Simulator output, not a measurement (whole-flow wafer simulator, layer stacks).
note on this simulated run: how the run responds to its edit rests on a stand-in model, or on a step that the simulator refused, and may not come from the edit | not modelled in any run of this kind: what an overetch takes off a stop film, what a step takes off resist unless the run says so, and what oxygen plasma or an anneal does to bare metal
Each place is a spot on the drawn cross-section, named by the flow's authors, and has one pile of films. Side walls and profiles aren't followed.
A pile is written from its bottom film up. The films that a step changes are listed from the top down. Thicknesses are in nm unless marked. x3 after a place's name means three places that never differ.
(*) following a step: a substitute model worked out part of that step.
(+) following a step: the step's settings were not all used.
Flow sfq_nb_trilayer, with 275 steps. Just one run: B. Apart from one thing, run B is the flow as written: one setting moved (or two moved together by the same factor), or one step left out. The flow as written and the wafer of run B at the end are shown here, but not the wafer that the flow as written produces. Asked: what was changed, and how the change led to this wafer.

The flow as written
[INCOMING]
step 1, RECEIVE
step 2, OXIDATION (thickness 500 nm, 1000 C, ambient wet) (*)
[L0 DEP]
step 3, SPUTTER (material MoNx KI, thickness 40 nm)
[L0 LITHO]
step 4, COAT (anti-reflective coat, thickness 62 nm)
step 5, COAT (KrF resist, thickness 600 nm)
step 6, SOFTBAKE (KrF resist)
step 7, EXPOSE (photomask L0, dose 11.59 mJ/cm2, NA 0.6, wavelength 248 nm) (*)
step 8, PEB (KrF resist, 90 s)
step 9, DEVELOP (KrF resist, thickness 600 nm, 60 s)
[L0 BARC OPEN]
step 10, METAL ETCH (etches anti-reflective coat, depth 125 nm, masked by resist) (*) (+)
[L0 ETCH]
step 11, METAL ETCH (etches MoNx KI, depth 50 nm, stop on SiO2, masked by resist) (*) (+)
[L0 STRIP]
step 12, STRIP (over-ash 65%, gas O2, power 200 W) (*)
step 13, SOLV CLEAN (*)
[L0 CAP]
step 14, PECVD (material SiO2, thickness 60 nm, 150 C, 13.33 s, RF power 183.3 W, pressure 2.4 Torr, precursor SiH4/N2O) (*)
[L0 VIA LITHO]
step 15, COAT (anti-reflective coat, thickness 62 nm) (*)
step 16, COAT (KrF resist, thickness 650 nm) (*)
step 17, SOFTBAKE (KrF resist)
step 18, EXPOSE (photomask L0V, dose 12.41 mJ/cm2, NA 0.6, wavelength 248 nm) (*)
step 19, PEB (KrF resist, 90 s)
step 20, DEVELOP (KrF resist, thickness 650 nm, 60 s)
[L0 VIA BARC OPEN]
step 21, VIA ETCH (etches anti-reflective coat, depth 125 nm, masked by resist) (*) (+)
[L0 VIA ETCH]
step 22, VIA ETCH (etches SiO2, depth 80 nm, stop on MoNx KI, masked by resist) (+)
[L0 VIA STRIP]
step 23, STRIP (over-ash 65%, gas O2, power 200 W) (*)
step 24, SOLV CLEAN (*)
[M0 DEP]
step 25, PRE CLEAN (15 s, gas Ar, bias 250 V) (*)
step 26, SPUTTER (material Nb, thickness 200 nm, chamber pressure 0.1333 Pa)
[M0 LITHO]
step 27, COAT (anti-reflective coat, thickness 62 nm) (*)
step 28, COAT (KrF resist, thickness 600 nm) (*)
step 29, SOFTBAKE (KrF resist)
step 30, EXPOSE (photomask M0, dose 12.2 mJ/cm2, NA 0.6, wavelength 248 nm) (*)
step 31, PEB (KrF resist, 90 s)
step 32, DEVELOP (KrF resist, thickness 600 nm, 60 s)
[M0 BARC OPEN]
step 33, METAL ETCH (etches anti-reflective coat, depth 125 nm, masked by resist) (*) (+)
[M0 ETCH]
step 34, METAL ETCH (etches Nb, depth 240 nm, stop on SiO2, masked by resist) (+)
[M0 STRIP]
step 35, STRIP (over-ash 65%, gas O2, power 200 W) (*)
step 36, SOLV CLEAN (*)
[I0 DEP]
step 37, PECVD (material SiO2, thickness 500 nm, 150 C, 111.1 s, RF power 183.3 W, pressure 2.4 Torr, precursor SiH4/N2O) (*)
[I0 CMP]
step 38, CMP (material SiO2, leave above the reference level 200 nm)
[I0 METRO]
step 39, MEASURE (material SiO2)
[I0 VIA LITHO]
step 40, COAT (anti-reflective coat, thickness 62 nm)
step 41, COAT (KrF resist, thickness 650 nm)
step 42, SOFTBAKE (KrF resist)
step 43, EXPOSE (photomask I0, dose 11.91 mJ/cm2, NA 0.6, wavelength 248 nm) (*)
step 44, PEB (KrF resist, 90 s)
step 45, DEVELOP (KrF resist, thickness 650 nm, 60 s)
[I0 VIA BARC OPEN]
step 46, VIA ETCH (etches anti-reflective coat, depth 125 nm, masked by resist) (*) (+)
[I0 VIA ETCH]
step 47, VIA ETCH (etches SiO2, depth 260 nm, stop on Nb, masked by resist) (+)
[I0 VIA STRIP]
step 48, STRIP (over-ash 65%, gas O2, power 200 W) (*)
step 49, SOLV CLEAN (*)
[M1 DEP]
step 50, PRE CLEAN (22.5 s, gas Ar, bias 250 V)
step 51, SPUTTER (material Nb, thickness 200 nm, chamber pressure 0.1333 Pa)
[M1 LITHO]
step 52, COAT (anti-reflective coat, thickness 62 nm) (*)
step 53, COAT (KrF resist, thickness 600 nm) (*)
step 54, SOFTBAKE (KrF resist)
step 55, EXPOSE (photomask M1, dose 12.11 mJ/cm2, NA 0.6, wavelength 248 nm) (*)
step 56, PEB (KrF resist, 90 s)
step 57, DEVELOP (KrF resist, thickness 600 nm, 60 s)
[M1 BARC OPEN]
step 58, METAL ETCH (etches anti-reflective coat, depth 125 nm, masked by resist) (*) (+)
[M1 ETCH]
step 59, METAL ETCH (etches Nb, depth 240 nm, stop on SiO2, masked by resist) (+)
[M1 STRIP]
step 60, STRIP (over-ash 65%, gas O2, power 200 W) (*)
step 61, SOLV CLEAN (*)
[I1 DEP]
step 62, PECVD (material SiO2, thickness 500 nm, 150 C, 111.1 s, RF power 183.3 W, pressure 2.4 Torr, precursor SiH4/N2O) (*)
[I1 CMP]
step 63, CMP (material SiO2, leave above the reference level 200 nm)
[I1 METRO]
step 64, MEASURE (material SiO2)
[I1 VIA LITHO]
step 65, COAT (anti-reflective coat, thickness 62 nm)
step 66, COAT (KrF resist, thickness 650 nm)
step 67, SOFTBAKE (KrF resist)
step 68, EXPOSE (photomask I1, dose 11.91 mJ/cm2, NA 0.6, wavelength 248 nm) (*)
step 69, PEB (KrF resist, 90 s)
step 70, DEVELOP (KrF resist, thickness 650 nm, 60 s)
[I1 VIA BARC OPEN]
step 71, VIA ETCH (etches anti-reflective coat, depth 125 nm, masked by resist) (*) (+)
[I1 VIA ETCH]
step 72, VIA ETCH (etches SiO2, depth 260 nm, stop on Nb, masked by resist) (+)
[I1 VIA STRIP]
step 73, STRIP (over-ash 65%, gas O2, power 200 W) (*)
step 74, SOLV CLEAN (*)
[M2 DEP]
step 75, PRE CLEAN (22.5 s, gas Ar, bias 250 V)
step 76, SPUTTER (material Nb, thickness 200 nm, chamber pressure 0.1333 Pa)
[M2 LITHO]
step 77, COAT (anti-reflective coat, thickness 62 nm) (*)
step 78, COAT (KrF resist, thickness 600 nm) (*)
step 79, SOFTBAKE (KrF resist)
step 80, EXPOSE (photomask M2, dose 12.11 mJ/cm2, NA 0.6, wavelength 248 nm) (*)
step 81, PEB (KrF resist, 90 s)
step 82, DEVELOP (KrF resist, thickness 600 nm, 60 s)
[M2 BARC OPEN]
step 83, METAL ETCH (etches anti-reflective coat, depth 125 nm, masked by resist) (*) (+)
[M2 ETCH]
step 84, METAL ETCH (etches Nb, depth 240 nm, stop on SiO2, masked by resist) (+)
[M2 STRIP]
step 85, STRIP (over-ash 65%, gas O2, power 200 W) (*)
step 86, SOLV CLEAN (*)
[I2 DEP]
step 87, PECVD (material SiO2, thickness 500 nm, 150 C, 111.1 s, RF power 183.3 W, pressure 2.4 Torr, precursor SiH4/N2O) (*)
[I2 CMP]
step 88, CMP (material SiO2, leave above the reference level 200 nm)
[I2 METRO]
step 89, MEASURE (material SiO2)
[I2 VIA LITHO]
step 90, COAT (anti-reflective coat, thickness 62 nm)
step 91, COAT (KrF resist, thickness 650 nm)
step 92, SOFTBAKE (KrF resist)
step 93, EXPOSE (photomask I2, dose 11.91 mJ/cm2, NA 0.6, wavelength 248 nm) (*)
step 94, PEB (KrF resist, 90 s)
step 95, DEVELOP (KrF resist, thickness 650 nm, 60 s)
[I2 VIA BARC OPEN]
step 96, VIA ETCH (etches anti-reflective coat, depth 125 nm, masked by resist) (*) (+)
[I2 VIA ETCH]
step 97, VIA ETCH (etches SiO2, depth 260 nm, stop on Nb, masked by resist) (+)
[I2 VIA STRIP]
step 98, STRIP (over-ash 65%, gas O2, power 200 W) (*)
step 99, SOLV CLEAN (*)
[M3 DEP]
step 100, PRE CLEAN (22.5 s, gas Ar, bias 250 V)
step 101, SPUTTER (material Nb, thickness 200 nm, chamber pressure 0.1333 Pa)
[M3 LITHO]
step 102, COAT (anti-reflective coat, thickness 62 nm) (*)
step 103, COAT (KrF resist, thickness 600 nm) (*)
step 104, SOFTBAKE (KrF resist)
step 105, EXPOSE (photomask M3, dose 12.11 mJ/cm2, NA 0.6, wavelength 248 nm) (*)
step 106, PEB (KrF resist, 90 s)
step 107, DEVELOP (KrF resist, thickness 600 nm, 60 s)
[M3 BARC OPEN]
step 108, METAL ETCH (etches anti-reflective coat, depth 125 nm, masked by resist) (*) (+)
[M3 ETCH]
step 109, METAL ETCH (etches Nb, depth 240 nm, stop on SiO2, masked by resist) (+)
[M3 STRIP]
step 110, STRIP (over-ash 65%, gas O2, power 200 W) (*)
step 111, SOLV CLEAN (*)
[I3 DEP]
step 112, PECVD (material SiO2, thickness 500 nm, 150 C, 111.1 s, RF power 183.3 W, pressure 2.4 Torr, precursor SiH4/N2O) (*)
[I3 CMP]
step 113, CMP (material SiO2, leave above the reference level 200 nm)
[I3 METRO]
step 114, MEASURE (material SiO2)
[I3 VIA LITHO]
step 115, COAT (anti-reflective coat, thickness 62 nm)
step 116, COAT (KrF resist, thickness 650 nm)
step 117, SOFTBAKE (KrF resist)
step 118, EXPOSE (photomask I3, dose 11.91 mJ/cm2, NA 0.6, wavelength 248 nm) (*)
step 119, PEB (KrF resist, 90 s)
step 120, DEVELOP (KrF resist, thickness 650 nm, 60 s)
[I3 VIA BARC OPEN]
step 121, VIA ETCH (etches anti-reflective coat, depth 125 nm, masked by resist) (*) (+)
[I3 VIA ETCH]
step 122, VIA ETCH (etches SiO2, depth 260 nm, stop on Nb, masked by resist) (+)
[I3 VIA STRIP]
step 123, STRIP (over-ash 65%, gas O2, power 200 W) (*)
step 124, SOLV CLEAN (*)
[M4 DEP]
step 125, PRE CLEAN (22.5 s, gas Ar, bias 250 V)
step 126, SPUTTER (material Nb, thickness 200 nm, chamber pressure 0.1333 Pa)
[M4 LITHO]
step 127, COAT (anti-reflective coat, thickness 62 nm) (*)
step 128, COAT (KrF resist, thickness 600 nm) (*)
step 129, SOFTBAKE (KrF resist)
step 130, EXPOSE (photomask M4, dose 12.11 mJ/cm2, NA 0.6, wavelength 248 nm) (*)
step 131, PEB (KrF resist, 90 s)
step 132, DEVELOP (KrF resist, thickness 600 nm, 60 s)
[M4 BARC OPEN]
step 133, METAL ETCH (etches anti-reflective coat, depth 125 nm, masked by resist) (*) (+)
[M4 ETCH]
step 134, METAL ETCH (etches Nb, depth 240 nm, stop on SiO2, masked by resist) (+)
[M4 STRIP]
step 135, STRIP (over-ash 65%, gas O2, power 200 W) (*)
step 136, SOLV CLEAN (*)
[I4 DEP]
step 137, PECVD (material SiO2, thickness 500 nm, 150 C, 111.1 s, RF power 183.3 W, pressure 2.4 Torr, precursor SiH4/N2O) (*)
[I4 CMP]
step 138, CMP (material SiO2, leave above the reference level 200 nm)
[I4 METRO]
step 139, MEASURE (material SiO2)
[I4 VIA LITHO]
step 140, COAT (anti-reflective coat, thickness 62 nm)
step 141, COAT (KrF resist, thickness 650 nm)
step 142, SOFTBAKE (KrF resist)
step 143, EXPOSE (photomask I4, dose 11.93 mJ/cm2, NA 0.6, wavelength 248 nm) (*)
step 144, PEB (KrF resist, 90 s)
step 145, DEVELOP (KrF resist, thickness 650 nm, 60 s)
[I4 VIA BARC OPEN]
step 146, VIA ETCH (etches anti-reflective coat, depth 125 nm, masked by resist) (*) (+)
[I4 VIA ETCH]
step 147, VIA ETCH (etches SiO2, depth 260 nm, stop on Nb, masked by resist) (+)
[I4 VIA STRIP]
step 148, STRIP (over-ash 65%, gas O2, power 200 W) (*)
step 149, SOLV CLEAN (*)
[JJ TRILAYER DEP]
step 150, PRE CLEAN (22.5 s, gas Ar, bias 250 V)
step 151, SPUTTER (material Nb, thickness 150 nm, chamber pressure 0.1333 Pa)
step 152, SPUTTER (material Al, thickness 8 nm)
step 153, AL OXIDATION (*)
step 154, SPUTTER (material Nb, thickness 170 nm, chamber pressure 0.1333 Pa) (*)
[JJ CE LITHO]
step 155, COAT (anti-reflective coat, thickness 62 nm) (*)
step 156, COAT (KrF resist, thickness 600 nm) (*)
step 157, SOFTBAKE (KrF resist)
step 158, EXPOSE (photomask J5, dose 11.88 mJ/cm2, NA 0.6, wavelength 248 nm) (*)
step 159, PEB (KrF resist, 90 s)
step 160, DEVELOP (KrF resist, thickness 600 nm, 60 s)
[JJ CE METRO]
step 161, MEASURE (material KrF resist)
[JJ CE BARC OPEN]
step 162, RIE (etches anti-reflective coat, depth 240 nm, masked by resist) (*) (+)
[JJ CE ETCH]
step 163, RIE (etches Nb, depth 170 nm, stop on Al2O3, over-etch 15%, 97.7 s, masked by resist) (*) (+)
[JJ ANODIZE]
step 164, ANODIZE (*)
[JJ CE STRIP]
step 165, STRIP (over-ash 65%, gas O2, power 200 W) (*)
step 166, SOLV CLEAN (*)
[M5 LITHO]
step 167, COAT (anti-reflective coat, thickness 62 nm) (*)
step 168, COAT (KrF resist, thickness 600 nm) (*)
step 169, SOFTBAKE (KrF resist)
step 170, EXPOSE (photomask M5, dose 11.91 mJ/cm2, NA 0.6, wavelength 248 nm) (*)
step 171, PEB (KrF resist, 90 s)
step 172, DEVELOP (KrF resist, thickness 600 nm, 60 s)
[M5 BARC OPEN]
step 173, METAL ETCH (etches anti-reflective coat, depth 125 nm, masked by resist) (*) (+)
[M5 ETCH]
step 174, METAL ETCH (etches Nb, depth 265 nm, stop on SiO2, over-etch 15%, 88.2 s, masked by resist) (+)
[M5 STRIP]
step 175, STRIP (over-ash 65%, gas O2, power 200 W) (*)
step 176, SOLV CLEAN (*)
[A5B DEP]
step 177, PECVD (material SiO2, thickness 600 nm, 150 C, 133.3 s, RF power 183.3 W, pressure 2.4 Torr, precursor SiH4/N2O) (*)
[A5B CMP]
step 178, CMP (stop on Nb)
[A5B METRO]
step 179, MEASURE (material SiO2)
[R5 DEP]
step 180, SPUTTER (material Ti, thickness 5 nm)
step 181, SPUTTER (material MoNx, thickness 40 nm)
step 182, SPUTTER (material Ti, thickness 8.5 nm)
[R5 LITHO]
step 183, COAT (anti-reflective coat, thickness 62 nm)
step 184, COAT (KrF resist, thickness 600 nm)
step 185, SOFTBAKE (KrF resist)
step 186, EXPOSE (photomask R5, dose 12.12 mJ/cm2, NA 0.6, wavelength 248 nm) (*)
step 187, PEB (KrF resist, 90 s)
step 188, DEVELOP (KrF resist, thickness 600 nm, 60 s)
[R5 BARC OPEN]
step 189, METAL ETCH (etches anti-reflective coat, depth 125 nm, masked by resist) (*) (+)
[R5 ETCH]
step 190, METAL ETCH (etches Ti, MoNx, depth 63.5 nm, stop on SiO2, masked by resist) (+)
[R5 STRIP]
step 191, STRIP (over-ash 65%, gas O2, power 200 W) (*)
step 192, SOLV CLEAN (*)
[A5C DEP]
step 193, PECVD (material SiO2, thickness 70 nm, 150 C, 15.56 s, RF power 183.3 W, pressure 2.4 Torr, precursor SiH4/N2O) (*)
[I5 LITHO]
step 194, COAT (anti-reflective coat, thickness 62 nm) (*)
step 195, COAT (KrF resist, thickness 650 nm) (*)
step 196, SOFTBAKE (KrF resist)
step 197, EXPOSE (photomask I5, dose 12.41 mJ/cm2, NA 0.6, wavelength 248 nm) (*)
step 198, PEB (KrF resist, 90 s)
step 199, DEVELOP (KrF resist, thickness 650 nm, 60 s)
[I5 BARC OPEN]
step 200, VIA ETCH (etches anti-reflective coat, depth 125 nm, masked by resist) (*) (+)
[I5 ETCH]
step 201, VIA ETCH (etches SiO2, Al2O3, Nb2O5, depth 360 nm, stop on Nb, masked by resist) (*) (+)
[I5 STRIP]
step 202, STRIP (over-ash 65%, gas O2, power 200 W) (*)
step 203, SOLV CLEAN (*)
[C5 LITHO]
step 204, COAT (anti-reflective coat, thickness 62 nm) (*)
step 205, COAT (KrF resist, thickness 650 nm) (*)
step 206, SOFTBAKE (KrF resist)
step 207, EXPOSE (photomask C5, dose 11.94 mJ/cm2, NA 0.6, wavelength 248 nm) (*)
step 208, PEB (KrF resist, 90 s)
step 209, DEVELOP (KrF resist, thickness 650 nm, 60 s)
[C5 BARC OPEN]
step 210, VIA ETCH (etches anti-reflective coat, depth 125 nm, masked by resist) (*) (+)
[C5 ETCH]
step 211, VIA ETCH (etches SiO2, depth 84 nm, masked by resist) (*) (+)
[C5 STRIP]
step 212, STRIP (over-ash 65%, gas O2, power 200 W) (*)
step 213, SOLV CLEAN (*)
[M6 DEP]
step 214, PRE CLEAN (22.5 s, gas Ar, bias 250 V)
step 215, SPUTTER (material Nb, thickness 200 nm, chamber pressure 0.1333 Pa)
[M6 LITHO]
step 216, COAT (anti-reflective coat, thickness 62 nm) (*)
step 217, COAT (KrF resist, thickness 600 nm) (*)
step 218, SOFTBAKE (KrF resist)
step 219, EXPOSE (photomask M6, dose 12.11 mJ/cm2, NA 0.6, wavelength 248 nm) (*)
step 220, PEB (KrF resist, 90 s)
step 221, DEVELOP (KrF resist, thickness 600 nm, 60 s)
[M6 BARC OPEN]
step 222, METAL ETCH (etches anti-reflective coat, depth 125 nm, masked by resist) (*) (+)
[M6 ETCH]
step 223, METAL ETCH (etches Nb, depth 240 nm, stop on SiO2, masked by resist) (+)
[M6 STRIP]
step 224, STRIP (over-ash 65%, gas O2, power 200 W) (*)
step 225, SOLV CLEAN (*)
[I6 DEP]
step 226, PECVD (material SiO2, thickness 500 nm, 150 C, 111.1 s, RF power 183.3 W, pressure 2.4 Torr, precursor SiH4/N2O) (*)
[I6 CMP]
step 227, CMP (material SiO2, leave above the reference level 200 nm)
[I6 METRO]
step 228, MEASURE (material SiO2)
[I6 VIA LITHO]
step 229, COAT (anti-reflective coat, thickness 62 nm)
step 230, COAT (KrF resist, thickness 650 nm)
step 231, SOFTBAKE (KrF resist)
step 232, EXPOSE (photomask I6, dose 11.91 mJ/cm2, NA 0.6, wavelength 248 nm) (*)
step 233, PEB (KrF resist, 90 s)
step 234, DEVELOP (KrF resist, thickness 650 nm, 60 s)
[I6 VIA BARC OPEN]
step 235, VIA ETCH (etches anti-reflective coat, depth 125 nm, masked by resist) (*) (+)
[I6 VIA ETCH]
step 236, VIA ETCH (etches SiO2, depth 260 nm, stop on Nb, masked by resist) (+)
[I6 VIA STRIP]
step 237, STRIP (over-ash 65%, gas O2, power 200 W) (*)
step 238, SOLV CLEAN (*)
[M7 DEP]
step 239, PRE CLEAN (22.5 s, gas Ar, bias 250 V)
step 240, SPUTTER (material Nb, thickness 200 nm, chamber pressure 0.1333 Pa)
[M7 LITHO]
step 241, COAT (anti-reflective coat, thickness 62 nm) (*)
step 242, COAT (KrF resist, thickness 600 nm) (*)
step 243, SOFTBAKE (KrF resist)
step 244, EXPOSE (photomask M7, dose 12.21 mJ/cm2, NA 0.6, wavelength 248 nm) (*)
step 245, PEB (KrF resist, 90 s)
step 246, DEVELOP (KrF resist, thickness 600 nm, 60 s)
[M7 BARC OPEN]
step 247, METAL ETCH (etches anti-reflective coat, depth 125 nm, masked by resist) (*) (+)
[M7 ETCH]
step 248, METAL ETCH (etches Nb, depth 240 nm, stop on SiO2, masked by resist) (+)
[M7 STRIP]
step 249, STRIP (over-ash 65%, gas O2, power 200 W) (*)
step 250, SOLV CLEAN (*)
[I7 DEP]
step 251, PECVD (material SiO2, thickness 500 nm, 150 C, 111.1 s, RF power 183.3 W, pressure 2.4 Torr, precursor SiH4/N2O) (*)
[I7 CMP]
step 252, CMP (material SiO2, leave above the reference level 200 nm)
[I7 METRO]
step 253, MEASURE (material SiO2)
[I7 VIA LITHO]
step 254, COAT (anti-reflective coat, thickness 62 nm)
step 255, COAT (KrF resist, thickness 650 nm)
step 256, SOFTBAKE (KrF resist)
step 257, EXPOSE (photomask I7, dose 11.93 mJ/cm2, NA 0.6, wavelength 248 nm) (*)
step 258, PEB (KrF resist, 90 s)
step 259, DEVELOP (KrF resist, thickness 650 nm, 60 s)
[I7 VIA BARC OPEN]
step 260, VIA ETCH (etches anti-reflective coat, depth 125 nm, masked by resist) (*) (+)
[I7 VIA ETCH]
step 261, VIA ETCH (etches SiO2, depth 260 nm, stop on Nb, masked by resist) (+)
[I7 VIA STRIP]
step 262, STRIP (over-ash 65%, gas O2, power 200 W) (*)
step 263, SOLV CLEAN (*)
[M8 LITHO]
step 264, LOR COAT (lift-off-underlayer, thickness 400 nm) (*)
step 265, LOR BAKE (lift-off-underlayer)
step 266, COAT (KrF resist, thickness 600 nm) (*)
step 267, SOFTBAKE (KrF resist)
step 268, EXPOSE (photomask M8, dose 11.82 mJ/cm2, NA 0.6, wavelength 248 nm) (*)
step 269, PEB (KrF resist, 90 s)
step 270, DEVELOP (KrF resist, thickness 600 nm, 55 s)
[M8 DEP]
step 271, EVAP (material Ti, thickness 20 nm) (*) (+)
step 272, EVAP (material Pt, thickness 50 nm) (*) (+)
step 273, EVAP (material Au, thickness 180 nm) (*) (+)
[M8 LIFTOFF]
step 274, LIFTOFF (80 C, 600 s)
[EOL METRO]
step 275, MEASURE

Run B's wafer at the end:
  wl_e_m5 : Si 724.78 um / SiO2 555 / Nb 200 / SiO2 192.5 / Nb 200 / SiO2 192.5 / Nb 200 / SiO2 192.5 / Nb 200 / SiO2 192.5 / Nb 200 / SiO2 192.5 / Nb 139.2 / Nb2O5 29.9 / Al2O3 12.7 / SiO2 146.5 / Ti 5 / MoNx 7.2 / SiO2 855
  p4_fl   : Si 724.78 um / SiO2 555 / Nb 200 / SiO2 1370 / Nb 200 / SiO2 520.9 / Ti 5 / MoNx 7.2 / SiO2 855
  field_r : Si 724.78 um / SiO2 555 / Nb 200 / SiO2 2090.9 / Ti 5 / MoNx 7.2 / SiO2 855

What caused this: step 190, METAL ETCH: depth 41.3 nm was run, while the flow as written has depth 63.5 nm.

The path from the change to this, step by step:
  step 190, METAL ETCH (etches Ti, MoNx, depth 63.5 nm, stop on SiO2, masked by resist) (+)
      field_l, v_sur, via_wl and 92 more: -8.5 Ti (all of it), -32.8 MoNx (in the flow as written it would be: -8.5 Ti (all of it), -40 MoNx (all of it), -5 Ti (all of it))
      ce_l, c5j, ce_r, wl_jj: -8.5 Ti (all of it), -32.8 MoNx (in the flow as written it would be: -8.5 Ti (all of it), -40 MoNx (all of it), -5 Ti (all of it), -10 Nb)
      (also at 7 further places)
  step 193, PECVD (material SiO2, thickness 70 nm, 150 C, 15.56 s, RF power 183.3 W, pressure 2.4 Torr, precursor SiH4/N2O) (*)
      field_l, v_sur, via_wl and 92 more: +70 SiO2 (new film) (in the flow as written it would be: +70 SiO2)
  step 194, COAT (anti-reflective coat, thickness 62 nm) (*)
      wl_j_sl, wl_j_sr: +62 anti-reflective coat (new film) (in the flow as written it would be: +60.2 anti-reflective coat (new film))
      r5r_spacepad_l, r5r_spacepad_r: +79.1 anti-reflective coat (new film) (in the flow as written it would be: +84.4 anti-reflective coat (new film))
      (also at 11 further places)
  step 201, VIA ETCH (etches SiO2, Al2O3, Nb2O5, depth 360 nm, stop on Nb, masked by resist) (*) (+)
      be: -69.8 SiO2 (all of it), -7.2 MoNx (all of it), -5 Ti (all of it), -146.5 SiO2 (all of it), -12.7 Al2O3 (all of it), -29.9 Nb2O5 (all of it) (in the flow as written it would be: -216.4 SiO2 (all of it), -12.7 Al2O3 (all of it), -29.9 Nb2O5 (all of it))
  step 202, STRIP (over-ash 65%, gas O2, power 200 W) (*)
      wl_j_sl, wl_j_sr: -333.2 KrF resist (all of it), -62 anti-reflective coat (all of it) (in the flow as written it would be: -333.3 KrF resist (all of it), -60.2 anti-reflective coat (all of it))
      r5r_spacepad_l, r5r_spacepad_r: -335.1 KrF resist (all of it), -79.1 anti-reflective coat (all of it) (in the flow as written it would be: -335.6 KrF resist (all of it), -84.4 anti-reflective coat (all of it))
      (also at 11 further places)
  step 204, COAT (anti-reflective coat, thickness 62 nm) (*)
      wl_j_sl, wl_j_sr: +62 anti-reflective coat (new film) (in the flow as written it would be: +60.2 anti-reflective coat (new film))
      r5r_spacepad_l, r5r_spacepad_r: +79.1 anti-reflective coat (new film) (in the flow as written it would be: +84.4 anti-reflective coat (new film))
      (also at 11 further places)
  step 210, VIA ETCH (etches anti-reflective coat, depth 125 nm, masked by resist) (*) (+)
      c5j: -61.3 anti-reflective coat (all of it), -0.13 SiO2 (in the flow as written it would be: -63.9 anti-reflective coat (all of it), -0.11 SiO2)
  step 211, VIA ETCH (etches SiO2, depth 84 nm, masked by resist) (*) (+)
      c5j: -69.9 SiO2 (all of it) (in the flow as written it would be: -69.9 SiO2 (all of it), -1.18 Nb)
  step 212, STRIP (over-ash 65%, gas O2, power 200 W) (*)
      wl_j_sl, wl_j_sr: -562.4 KrF resist (all of it), -62 anti-reflective coat (all of it) (in the flow as written it would be: -563.4 KrF resist (all of it), -60.2 anti-reflective coat (all of it))
      r5r_spacepad_l, r5r_spacepad_r: -564.3 KrF resist (all of it), -79.1 anti-reflective coat (all of it) (in the flow as written it would be: -565.8 KrF resist (all of it), -84.4 anti-reflective coat (all of it))
      (also at 10 further places)
  step 214, PRE CLEAN (22.5 s, gas Ar, bias 250 V)
      c5j: -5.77 MoNx (in the flow as written it would be: -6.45 Nb)
  step 215, SPUTTER (material Nb, thickness 200 nm, chamber pressure 0.1333 Pa)
      c5j: +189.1 Nb (new film) (in the flow as written it would be: +188.4 Nb)
  step 216, COAT (anti-reflective coat, thickness 62 nm) (*)
      r5r_line_l, r5r_line_c, r5r_line_r: +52 anti-reflective coat (new film) (in the flow as written it would be: +50 anti-reflective coat (new film))
      wl_j_sl, wl_j_sr: +62 anti-reflective coat (new film) (in the flow as written it would be: +60.2 anti-reflective coat (new film))
      (also at 11 further places)
  step 222, METAL ETCH (etches anti-reflective coat, depth 125 nm, masked by resist) (*) (+)
      r5r_line_l, r5r_line_c, r5r_line_r: -52 anti-reflective coat (all of it) (in the flow as written it would be: -50 anti-reflective coat (all of it))
      r5r_spacepad_l, r5r_spacepad_r: -79.8 anti-reflective coat (all of it) (in the flow as written it would be: -85.7 anti-reflective coat (all of it))
      (also at 1 further place)
  step 224, STRIP (over-ash 65%, gas O2, power 200 W) (*)
      wl_j_sl, wl_j_sr: -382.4 KrF resist (all of it), -62 anti-reflective coat (all of it) (in the flow as written it would be: -382.5 KrF resist (all of it), -60.2 anti-reflective coat (all of it))
      be_sur: -370.6 KrF resist (all of it), -42.9 anti-reflective coat (all of it) (in the flow as written it would be: -371.2 KrF resist (all of it), -43.8 anti-reflective coat (all of it))
      (also at 7 further places)
  step 226, PECVD (material SiO2, thickness 500 nm, 150 C, 111.1 s, RF power 183.3 W, pressure 2.4 Torr, precursor SiH4/N2O) (*)
      r5r_spacepad_l, r5r_spacepad_r: +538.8 SiO2 (in the flow as written it would be: +553.5 SiO2)
      be: +708.4 SiO2 (new film) (in the flow as written it would be: +693.5 SiO2 (new film))
  step 227, CMP (material SiO2, leave above the reference level 200 nm)
      ce_l, ce_r, wl_jj: -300 SiO2 (in the flow as written it would be: -290 SiO2)
      be_r, r_sur, r_end: -341.3 SiO2 (in the flow as written it would be: -353.5 SiO2)
      (also at 7 further places)
With metal films that touch counted as one body, wl_e_m5 has 7 bodies (between them, from the top down: SiO2 146.5 / Al2O3 12.7 / Nb2O5 29.9; SiO2 192.5; SiO2 192.5; SiO2 192.5; SiO2 192.5; SiO2 192.5); the flow as written gives 6 bodies (between them, from the top down: SiO2 192.5; SiO2 192.5; SiO2 192.5; SiO2 192.5; SiO2 192.5).
With metal films that touch counted as one body, p4_fl has 3 bodies (between them, from the top down: SiO2 520.9; SiO2 1370); the flow as written gives 2 bodies (between them, from the top down: SiO2 1370).
With metal films that touch counted as one body, field_r has 2 bodies (between them, from the top down: SiO2 2090.9); the flow as written gives 1 body.
